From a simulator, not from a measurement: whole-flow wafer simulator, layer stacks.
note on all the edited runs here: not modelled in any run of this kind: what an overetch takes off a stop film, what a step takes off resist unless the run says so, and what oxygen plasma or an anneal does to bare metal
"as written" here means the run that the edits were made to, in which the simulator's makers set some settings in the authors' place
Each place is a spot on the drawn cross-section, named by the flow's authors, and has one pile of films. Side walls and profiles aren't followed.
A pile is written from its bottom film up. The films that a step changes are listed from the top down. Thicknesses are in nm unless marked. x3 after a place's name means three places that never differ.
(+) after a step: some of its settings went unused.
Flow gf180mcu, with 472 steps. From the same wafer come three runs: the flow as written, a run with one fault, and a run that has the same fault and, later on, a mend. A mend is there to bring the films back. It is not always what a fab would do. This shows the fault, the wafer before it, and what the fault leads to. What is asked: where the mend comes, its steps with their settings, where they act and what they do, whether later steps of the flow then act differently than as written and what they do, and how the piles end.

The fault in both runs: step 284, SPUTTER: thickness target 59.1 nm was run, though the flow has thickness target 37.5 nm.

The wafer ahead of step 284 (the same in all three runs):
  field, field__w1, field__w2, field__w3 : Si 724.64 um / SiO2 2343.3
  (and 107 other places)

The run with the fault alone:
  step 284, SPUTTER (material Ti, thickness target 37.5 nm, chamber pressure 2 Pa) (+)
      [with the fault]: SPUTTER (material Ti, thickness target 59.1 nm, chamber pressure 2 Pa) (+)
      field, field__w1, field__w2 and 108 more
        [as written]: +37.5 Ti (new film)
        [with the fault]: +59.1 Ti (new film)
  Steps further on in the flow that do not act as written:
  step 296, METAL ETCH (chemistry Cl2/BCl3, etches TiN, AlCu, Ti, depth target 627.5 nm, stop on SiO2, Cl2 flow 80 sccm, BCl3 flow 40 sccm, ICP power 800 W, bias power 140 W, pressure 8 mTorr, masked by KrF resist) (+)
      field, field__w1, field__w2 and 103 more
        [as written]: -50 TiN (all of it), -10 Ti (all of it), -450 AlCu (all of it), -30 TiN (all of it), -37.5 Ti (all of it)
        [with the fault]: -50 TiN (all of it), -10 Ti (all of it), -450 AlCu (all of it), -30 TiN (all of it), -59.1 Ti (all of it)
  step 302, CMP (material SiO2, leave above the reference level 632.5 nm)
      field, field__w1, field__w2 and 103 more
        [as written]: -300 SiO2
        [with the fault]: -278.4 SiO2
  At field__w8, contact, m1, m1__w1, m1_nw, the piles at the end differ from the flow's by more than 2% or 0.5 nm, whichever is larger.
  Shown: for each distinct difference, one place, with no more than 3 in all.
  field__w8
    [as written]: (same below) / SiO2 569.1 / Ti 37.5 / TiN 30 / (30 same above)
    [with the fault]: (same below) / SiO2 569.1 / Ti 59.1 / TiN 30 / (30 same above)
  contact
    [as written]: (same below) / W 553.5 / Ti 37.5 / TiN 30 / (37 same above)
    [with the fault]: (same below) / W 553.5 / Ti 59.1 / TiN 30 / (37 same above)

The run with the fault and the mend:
  The mend follows step 295.
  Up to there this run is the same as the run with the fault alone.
  step 296, METAL ETCH (chemistry Cl2/BCl3, etches TiN, AlCu, Ti, depth target 649.1 nm, stop on SiO2, Cl2 flow 80 sccm, BCl3 flow 40 sccm, ICP power 800 W, bias power 140 W, pressure 8 mTorr, masked by KrF resist) (+) (the flow's step 296; as written it has depth target 627.5 nm)
      field, field__w1, field__w2 and 103 more
        -50 TiN (all of it), -10 Ti (all of it), -450 AlCu (all of it), -30 TiN (all of it), -59.1 Ti (all of it)
      field__w8, contact, m1, m1__w1, m1_nw
        -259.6 KrF resist
  Steps further on in the flow that do not act as written (not shown: 1 more step that differs only slightly, by at most 2% or 0.5 nm, whichever is larger):
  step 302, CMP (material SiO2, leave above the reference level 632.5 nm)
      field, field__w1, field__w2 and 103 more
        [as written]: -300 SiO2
        [with the mend]: -278.4 SiO2
  At field__w8, contact, m1, m1__w1, m1_nw, the piles at the end differ from the flow's by more than 2% or 0.5 nm, whichever is larger.
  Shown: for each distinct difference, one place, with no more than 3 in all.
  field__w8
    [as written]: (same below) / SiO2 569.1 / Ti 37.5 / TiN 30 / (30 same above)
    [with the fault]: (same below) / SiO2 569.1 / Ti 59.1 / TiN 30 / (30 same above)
    [with the mend]: (same below) / SiO2 569.1 / Ti 59.1 / TiN 30 / (30 same above)
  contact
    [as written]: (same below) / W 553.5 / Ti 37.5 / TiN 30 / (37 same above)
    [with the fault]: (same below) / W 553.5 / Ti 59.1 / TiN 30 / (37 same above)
    [with the mend]: (same below) / W 553.5 / Ti 59.1 / TiN 30 / (37 same above)
